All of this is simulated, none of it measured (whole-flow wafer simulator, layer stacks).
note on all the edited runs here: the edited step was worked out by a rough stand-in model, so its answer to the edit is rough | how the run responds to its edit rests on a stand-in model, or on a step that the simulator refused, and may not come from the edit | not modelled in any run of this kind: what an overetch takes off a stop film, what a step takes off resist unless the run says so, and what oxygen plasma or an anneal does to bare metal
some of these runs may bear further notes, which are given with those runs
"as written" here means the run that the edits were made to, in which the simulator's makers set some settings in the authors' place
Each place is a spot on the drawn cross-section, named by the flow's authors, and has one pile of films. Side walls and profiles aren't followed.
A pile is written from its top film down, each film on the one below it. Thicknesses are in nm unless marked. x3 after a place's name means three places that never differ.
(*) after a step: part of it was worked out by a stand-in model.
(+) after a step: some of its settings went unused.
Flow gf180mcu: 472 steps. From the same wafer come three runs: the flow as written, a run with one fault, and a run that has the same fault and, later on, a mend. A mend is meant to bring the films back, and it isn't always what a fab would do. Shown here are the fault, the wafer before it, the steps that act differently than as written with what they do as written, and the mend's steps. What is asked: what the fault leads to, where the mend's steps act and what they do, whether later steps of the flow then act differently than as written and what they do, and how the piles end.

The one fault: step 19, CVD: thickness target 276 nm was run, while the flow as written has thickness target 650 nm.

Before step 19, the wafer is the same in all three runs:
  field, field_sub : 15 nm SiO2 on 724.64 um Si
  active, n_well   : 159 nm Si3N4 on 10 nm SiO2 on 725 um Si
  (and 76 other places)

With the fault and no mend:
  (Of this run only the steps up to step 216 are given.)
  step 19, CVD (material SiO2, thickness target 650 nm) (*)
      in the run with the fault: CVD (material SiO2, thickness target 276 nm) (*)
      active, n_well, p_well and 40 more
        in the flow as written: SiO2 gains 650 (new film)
        in the run with the fault: SiO2 gains 276 (new film)
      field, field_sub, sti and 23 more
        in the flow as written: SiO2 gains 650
        in the run with the fault: SiO2 gains 276
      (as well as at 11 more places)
  Later steps of the flow acting differently than as written (not shown: 3 more steps that differ only slightly, by at most 2% or 0.5 nm, whichever is larger):
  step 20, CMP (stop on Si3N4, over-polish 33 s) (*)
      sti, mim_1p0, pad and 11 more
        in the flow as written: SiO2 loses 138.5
        in the run with the fault: nothing
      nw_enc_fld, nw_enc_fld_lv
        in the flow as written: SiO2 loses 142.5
        in the run with the fault: nothing
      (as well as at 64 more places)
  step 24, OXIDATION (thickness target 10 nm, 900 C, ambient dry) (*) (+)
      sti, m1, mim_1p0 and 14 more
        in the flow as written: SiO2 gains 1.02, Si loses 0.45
        in the run with the fault: SiO2 gains 1.89, Si loses 0.83
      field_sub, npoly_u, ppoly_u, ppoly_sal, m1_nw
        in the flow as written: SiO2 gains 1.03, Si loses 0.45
        in the run with the fault: SiO2 gains 1.89, Si loses 0.83
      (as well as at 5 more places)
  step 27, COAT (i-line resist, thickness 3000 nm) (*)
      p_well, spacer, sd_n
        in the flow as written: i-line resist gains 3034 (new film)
        in the run with the fault: i-line resist gains 2811.5 (new film)
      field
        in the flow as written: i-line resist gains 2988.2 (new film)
        in the run with the fault: i-line resist gains 3101.1 (new film)
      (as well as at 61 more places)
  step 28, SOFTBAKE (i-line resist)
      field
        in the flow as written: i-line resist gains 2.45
        in the run with the fault: i-line resist loses 14.1
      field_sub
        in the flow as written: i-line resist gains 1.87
        in the run with the fault: i-line resist loses 8.93
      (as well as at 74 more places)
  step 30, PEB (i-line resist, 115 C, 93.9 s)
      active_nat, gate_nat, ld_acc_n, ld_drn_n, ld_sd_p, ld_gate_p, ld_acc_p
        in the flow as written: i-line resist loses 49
        in the run with the fault: i-line resist loses 46.9
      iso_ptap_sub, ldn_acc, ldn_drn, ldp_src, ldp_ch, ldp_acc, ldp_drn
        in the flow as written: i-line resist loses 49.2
        in the run with the fault: i-line resist loses 46.4
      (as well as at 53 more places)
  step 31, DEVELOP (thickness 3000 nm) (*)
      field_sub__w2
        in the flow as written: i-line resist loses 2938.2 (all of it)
        in the run with the fault: i-line resist loses 3028.7 (all of it)
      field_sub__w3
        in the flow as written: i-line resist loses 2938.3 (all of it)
        in the run with the fault: i-line resist loses 3035.3 (all of it)
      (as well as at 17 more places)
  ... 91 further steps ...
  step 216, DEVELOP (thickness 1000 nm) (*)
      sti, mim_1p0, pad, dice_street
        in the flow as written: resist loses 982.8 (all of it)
        in the run with the fault: resist loses 1007.4 (all of it)
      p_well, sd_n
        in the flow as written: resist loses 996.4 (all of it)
        in the run with the fault: resist loses 791.5 (all of it)
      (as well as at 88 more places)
  Once step 216 is done, the piles at field, field__w1, field__w2 and 54 more depart from the flow's by more than 2% or 0.5 nm, whichever is larger.
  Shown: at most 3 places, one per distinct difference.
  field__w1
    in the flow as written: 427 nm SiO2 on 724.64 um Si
    in the run with the fault: 55.8 nm SiO2 on 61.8 nm poly-Si on 149.6 nm SiO2 on 724.63 um Si
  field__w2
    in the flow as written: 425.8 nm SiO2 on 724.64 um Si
    in the run with the fault: 56.4 nm SiO2 on 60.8 nm poly-Si on 149.6 nm SiO2 on 724.63 um Si
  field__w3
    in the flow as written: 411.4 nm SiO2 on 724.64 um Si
    in the run with the fault: 56 nm SiO2 on 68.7 nm poly-Si on 135.4 nm SiO2 on 724.63 um Si

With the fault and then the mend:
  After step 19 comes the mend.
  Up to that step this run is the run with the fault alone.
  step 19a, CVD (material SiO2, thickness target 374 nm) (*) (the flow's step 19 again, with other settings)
      field, field_sub, active and 76 more
        SiO2 gains 374
      m1
        SiO2 gains 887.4
  Every later step of the flow that is run acts as written, at every place that is followed, to within 2% or 0.5 nm, whichever is larger.
  When the end is reached, the piles differ only a little from the flow's at the places that both follow, at most by 2% or 0.5 nm, whichever is larger.
